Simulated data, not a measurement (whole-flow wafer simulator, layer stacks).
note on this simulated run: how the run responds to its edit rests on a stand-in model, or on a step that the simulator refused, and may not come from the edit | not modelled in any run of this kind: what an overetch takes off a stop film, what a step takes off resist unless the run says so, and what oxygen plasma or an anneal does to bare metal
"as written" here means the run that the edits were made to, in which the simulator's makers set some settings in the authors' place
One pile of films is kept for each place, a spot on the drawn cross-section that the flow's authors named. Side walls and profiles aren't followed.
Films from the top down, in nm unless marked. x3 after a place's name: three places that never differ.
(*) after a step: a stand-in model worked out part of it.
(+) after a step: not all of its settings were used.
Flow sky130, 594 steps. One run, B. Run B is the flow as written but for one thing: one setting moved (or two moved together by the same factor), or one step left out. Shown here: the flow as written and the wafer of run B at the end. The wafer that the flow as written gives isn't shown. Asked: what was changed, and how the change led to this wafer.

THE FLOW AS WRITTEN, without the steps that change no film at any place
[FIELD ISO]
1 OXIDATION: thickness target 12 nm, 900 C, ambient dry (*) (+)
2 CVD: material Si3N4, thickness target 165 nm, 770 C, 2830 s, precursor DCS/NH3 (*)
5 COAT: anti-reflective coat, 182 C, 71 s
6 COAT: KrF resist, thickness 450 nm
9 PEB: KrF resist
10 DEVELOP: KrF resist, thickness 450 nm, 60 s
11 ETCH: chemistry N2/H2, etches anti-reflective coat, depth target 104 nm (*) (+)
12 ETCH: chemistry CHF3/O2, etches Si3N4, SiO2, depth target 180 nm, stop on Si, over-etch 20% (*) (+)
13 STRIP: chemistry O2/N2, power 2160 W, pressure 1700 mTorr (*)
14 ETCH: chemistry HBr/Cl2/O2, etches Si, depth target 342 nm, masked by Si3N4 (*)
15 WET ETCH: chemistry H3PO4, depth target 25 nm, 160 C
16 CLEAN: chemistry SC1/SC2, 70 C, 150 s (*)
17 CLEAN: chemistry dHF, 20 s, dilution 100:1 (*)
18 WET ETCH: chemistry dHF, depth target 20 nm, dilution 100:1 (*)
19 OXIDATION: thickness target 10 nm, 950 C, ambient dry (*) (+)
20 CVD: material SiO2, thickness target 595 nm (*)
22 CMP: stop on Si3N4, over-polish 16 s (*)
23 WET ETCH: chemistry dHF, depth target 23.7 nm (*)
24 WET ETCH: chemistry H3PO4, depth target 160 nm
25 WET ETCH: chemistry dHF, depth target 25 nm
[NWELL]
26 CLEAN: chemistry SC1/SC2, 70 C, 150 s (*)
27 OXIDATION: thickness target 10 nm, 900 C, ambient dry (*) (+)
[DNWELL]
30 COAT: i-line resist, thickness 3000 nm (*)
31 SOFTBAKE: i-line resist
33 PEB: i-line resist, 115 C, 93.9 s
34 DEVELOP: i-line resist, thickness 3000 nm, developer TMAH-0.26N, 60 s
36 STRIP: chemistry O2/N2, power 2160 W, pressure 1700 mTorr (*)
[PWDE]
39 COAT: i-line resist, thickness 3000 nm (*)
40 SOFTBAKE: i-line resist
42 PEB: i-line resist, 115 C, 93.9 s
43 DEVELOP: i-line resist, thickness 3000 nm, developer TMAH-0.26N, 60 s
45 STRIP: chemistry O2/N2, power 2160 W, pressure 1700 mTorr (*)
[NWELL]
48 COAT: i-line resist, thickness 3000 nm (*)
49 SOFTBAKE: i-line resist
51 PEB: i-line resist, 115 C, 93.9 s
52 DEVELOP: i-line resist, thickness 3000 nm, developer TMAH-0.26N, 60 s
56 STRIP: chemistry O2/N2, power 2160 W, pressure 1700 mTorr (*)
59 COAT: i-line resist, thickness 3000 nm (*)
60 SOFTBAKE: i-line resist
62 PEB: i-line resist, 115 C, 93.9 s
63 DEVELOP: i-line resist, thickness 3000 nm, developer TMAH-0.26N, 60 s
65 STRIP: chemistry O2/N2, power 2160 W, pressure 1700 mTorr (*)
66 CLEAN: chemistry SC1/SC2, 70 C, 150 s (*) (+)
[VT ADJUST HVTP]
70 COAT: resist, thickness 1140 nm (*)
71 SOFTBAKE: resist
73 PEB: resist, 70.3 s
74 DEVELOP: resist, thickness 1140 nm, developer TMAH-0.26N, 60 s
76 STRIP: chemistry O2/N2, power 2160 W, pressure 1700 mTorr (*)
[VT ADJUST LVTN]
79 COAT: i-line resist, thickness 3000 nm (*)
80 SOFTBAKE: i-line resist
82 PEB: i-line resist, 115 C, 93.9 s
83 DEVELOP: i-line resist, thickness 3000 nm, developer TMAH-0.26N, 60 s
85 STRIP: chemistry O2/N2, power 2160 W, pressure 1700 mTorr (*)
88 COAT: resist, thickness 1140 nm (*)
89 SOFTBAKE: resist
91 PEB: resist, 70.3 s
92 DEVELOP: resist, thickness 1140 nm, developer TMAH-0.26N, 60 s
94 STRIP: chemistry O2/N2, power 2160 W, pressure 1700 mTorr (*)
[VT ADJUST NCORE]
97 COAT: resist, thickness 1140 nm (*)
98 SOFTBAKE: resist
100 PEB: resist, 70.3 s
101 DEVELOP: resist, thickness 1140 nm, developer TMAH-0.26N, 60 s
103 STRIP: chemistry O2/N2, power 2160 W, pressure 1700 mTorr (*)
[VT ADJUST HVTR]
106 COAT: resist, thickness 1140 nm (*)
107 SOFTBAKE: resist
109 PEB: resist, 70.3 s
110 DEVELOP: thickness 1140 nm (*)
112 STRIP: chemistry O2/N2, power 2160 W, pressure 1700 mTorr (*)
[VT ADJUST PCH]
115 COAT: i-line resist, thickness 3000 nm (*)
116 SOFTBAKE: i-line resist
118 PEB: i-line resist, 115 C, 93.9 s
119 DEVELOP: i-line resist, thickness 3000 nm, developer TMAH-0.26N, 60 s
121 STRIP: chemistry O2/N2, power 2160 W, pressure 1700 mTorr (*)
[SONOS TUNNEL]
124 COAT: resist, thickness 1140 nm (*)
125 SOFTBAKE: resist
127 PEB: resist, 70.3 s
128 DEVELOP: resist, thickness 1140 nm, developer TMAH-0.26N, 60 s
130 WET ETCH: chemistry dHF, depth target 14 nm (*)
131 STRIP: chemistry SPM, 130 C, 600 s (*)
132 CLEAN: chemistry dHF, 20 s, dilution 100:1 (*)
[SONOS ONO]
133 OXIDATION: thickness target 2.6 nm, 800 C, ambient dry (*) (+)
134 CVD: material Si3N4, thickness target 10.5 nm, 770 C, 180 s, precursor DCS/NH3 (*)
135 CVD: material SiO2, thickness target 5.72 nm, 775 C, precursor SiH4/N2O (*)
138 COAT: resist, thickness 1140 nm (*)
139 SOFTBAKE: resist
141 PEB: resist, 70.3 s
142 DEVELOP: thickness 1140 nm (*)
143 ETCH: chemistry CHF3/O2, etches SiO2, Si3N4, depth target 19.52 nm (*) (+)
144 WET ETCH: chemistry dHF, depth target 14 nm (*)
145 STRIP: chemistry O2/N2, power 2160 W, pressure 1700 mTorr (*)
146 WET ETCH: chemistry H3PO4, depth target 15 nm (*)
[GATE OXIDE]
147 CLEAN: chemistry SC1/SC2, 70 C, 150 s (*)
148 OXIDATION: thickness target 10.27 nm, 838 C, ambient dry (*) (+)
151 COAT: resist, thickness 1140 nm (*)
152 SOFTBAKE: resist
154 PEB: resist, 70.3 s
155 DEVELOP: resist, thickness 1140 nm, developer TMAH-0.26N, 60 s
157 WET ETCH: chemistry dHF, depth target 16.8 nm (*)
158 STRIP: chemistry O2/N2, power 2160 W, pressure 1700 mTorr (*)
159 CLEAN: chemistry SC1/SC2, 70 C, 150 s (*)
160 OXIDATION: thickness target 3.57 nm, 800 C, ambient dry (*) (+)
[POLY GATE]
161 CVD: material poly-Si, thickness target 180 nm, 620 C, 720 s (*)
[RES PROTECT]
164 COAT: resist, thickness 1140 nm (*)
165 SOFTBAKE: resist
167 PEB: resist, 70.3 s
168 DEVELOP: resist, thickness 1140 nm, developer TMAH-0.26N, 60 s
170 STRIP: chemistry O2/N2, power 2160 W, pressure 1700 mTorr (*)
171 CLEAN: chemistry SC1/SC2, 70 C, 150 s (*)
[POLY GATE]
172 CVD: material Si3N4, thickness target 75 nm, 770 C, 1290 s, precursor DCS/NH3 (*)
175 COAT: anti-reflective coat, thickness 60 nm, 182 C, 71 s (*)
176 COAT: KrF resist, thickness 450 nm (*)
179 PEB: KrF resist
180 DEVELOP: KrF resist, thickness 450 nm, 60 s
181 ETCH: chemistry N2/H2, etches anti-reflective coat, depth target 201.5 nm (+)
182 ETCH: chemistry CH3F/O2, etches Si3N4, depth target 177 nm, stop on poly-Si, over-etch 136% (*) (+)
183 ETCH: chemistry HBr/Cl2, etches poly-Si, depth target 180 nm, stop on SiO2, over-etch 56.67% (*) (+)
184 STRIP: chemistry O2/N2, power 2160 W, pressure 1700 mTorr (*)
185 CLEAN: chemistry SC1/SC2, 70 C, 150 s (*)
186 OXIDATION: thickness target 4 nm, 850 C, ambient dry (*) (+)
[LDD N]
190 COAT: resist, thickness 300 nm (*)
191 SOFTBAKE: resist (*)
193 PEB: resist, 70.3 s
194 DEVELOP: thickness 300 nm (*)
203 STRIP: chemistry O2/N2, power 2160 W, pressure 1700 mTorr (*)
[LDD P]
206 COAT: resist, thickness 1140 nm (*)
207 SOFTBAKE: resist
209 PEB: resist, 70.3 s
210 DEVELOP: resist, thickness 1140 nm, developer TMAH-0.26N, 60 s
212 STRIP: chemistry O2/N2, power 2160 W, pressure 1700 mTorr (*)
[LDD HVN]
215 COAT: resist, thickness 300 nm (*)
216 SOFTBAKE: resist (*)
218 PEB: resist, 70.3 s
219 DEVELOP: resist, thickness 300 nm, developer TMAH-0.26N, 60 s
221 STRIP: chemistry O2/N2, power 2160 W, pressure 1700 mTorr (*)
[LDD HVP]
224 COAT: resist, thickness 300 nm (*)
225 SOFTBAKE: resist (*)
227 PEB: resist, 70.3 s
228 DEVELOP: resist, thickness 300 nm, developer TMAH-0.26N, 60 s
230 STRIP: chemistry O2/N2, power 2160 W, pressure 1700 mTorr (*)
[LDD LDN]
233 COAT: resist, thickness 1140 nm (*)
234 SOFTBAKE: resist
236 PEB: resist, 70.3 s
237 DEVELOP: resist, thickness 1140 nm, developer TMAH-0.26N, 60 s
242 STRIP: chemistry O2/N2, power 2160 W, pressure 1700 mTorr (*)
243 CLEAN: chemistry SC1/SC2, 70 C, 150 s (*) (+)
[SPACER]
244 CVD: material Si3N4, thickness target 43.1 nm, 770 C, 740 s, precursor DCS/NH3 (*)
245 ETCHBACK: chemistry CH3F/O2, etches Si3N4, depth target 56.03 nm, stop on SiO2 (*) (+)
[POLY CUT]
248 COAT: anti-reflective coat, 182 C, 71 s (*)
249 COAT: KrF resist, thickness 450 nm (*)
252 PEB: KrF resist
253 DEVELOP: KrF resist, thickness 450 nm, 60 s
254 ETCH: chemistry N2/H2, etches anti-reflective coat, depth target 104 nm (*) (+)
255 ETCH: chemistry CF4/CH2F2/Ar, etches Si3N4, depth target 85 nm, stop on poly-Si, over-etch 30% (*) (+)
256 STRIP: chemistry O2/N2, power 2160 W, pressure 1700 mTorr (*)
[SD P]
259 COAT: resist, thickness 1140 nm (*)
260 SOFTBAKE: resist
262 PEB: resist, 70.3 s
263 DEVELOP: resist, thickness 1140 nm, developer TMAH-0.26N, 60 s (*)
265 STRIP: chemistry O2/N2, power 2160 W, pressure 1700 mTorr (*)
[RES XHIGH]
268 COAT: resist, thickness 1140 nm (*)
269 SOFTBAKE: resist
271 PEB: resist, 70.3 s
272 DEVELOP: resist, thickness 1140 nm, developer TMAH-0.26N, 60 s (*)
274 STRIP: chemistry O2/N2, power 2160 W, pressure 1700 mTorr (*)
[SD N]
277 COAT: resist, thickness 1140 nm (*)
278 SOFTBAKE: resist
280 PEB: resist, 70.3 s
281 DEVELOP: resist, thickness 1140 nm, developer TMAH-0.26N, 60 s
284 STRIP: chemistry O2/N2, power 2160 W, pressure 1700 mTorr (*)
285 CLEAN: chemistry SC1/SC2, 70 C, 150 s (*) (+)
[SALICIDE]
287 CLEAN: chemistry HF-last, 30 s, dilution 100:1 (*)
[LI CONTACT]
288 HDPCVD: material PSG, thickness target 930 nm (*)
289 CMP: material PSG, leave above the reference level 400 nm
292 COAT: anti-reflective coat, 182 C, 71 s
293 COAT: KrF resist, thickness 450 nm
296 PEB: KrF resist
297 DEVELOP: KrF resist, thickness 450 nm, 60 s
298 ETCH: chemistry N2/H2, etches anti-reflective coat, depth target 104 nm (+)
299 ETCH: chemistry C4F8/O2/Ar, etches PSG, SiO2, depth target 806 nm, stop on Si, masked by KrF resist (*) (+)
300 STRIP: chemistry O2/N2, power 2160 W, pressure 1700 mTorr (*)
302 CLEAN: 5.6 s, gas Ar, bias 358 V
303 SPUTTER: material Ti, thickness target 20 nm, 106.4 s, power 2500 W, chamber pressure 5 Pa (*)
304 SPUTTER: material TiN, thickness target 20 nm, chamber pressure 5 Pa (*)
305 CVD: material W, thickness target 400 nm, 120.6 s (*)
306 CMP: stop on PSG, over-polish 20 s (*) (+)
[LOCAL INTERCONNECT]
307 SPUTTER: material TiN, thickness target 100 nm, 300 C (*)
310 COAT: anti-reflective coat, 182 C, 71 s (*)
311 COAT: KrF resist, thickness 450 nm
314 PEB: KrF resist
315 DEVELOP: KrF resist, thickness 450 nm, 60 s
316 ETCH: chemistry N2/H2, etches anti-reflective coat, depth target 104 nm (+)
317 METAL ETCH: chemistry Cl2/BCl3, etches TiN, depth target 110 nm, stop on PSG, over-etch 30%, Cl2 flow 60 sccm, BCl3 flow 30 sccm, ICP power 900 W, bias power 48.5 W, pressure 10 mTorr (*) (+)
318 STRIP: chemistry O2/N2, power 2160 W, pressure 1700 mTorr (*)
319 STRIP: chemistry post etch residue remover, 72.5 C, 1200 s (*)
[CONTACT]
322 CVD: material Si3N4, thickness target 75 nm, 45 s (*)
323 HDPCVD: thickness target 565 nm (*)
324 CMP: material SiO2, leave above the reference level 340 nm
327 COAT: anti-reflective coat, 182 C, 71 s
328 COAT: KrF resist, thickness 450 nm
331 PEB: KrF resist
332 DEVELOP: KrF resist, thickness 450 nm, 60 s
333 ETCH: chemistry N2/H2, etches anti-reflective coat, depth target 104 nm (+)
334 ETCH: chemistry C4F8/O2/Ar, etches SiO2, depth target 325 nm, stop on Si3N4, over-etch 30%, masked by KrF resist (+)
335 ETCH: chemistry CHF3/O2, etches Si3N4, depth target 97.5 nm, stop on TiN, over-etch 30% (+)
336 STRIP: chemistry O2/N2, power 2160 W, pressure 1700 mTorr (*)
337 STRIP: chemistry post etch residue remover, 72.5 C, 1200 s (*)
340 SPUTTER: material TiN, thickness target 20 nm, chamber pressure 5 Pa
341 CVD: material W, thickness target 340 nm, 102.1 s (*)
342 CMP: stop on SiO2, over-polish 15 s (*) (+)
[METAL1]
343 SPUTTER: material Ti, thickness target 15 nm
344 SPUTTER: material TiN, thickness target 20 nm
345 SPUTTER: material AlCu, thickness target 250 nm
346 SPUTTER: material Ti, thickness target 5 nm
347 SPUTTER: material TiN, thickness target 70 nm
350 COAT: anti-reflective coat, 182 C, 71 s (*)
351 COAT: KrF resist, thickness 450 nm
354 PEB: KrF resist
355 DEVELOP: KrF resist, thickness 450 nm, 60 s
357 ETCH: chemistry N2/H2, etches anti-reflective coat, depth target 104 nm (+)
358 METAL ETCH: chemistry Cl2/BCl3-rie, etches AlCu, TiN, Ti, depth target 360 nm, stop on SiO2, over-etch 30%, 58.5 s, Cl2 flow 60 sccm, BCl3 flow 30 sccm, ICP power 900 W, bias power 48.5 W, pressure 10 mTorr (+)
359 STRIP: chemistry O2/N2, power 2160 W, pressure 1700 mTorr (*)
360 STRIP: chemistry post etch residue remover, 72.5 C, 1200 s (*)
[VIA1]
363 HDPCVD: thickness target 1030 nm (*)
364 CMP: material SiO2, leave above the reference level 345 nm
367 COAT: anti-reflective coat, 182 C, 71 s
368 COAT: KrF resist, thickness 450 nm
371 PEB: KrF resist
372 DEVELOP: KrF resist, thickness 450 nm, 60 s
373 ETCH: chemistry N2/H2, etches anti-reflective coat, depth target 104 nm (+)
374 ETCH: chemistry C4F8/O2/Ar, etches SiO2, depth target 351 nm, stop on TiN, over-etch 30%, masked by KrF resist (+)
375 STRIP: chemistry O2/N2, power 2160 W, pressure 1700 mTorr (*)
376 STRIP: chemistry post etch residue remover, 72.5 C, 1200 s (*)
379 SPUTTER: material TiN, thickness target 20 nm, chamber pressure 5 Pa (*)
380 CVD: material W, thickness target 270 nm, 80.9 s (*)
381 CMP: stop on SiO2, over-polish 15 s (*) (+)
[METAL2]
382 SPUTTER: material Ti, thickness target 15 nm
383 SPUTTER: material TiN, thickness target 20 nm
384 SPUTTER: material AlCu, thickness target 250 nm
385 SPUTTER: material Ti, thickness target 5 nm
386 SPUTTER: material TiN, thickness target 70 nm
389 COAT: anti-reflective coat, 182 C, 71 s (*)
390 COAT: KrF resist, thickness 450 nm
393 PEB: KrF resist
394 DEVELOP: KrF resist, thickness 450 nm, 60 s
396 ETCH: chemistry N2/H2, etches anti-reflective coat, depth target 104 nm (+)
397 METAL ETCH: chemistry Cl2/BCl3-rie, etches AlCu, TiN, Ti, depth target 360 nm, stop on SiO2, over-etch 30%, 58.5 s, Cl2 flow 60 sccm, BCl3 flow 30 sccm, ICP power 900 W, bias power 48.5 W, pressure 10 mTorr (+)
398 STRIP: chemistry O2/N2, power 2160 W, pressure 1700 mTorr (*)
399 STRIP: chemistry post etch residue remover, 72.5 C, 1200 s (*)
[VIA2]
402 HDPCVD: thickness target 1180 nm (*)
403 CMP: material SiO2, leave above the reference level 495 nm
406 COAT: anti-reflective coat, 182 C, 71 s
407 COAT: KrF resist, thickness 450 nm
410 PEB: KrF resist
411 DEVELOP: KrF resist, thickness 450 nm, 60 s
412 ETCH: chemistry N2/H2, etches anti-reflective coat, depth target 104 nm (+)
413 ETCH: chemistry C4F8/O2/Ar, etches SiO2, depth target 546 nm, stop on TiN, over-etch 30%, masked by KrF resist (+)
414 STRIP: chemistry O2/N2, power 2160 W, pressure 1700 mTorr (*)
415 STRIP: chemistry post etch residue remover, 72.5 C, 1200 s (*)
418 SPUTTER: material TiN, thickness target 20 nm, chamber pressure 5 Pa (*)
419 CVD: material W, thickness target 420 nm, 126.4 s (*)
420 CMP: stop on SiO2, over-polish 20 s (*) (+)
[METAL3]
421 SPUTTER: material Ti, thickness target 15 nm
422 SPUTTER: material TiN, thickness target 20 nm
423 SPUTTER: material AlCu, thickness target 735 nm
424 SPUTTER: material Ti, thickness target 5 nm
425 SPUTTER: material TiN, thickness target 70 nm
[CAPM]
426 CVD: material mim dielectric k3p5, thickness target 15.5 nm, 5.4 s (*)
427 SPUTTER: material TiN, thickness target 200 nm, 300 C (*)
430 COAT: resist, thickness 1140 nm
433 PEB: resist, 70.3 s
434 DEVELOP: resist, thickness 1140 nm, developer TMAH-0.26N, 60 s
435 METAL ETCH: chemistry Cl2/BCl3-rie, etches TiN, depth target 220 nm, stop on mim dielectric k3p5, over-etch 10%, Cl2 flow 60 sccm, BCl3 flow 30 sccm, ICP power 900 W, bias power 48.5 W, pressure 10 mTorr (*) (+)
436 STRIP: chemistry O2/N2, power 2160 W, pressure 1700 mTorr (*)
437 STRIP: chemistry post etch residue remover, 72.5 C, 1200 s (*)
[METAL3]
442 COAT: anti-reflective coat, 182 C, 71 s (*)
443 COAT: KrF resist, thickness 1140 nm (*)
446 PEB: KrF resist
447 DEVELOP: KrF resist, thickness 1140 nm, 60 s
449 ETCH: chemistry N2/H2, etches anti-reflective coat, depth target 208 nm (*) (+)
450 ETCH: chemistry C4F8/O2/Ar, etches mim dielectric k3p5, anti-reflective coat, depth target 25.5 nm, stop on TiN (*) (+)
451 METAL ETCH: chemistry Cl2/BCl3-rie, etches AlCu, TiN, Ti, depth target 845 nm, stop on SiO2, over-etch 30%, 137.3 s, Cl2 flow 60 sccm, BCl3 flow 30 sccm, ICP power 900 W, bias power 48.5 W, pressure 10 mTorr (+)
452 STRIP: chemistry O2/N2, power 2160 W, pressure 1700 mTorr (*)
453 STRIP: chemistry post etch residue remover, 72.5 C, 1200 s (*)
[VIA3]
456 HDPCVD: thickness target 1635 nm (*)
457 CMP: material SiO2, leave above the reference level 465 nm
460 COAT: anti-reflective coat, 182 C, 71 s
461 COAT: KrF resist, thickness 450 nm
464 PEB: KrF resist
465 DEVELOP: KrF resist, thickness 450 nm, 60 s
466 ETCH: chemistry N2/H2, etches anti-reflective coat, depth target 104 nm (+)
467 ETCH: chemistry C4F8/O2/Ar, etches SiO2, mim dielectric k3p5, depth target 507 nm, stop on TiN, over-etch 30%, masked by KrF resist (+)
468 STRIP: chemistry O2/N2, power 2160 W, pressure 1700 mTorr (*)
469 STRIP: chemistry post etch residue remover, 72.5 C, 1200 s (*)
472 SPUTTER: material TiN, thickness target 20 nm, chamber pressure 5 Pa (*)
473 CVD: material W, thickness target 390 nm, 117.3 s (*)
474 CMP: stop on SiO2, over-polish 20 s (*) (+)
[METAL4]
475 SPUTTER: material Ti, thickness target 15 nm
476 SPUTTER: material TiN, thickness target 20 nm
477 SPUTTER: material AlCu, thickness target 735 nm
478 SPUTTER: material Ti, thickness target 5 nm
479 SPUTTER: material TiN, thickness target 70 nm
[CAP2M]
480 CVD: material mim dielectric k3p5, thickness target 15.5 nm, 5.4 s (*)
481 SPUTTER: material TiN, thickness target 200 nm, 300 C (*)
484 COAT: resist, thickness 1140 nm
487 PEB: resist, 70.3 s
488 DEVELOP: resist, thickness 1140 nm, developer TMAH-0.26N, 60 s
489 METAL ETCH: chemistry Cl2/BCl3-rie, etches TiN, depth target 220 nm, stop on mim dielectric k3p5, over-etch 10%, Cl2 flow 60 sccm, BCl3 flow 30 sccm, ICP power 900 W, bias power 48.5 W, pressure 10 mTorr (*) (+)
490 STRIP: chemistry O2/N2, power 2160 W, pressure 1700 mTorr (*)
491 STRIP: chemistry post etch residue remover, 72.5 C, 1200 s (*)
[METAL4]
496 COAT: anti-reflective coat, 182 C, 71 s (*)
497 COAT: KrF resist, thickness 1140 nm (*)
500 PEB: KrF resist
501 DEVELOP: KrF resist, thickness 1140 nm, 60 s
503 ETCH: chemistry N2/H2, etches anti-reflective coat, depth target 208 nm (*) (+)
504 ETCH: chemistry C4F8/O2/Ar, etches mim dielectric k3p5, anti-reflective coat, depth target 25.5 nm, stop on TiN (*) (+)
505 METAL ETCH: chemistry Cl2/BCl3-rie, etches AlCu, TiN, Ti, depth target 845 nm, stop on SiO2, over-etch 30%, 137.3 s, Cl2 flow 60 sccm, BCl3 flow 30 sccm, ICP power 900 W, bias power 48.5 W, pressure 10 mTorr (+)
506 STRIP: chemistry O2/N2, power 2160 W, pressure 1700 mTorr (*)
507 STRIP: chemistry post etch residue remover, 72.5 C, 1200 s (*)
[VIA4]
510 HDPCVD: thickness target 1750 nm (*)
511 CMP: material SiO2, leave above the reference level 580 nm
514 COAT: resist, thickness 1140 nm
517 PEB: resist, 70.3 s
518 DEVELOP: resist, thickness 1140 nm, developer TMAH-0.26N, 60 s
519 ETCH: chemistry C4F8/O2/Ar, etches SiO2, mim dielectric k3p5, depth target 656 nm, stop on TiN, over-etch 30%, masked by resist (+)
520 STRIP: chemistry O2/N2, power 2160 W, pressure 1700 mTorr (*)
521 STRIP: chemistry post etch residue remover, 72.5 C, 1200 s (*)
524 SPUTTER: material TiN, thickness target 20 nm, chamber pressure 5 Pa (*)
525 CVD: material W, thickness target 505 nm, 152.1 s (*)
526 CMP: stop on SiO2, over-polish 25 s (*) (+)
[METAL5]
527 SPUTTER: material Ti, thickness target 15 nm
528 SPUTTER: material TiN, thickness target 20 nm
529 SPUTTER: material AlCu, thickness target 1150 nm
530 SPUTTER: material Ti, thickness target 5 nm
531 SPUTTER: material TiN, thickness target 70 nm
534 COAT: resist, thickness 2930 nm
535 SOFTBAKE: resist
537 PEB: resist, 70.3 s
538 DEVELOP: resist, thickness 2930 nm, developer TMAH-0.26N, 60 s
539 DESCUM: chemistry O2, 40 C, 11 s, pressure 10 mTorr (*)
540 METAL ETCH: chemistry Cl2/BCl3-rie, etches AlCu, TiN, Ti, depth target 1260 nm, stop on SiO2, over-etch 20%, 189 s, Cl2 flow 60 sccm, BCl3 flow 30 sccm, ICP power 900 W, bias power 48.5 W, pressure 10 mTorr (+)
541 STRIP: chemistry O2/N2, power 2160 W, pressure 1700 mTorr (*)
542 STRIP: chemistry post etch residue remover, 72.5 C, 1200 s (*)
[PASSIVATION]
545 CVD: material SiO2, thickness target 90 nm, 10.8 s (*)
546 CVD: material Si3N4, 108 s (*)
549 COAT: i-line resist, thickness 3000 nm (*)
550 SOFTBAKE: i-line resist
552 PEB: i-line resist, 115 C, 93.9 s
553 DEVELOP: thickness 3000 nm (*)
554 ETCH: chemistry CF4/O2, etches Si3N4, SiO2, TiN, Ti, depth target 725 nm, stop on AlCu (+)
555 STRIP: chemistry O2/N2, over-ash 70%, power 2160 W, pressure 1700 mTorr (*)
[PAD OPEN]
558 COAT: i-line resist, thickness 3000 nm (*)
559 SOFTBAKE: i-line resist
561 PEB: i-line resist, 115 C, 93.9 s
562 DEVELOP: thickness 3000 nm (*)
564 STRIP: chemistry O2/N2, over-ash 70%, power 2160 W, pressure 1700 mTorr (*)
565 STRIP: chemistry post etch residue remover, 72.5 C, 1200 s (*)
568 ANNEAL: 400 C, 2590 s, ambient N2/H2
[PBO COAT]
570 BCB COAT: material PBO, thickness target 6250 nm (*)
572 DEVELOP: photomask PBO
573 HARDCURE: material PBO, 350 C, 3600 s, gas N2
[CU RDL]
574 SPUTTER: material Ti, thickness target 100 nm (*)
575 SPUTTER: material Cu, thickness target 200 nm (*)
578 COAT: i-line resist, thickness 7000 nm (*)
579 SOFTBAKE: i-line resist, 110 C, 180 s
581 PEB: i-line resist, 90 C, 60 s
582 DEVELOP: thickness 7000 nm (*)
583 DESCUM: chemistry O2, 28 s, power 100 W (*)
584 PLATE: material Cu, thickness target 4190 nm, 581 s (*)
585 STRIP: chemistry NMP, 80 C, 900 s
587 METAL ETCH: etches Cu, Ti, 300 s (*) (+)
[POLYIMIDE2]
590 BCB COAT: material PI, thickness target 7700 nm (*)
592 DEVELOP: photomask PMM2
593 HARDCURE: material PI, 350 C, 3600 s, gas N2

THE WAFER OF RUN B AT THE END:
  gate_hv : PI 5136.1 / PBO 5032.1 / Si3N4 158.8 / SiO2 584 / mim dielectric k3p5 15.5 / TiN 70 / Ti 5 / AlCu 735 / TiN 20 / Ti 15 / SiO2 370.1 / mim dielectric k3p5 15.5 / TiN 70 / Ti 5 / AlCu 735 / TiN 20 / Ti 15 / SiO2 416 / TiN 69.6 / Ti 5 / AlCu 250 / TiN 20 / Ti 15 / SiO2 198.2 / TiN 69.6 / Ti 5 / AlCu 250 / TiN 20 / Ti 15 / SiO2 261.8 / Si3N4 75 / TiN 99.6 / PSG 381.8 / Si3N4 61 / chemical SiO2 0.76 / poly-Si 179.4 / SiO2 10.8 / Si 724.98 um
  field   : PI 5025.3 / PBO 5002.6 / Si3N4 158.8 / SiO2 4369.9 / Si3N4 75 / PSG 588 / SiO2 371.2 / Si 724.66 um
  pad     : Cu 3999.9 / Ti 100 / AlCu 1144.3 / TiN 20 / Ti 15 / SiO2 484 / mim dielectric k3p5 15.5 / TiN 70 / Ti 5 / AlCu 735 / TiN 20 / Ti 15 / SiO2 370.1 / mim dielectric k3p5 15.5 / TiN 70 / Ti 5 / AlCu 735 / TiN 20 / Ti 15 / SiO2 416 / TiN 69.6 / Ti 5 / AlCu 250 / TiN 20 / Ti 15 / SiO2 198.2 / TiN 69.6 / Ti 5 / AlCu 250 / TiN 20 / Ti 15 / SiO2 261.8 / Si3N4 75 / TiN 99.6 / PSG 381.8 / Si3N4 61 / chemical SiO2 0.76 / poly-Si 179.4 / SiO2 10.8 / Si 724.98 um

The cause: step 364, CMP: leave above the reference level 276 nm was run, where the flow has leave above the reference level 345 nm.

How the change led to this, step by step:
  364 CMP: material SiO2, leave above the reference level 345 nm
      n_well, p_well, gate_hv and 100 more: SiO2 -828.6 (as written it would be: SiO2 -759.6)
      field, active, gate and 81 more: SiO2 -458.1 (as written it would be: SiO2 -389.1)
      (and at 4 more places)
  374 ETCH: chemistry C4F8/O2/Ar, etches SiO2, depth target 351 nm, stop on TiN, over-etch 30%, masked by KrF resist (+)
      field, active, n_well and 186 more: KrF resist -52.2 (as written it would be: KrF resist -70.1)
      m1, via1_hole: SiO2 -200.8 (all of it) (as written it would be: SiO2 -269.8 (all of it))
  375 STRIP: chemistry O2/N2, power 2160 W, pressure 1700 mTorr (*)
      field, active, n_well and 186 more: KrF resist -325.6 (all of it), anti-reflective coat -80 (all of it) (as written it would be: KrF resist -307.7 (all of it), anti-reflective coat -80 (all of it))
  379 SPUTTER: material TiN, thickness target 20 nm, chamber pressure 5 Pa (*)
      m1: TiN +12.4 (as written it would be: TiN +11)
      via1_hole: TiN +12.3 (as written it would be: TiN +10.9)
  380 CVD: material W, thickness target 270 nm, 80.9 s (*)
      m1, via1_hole: W +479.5 (new film) (as written it would be: W +549.9 (new film))
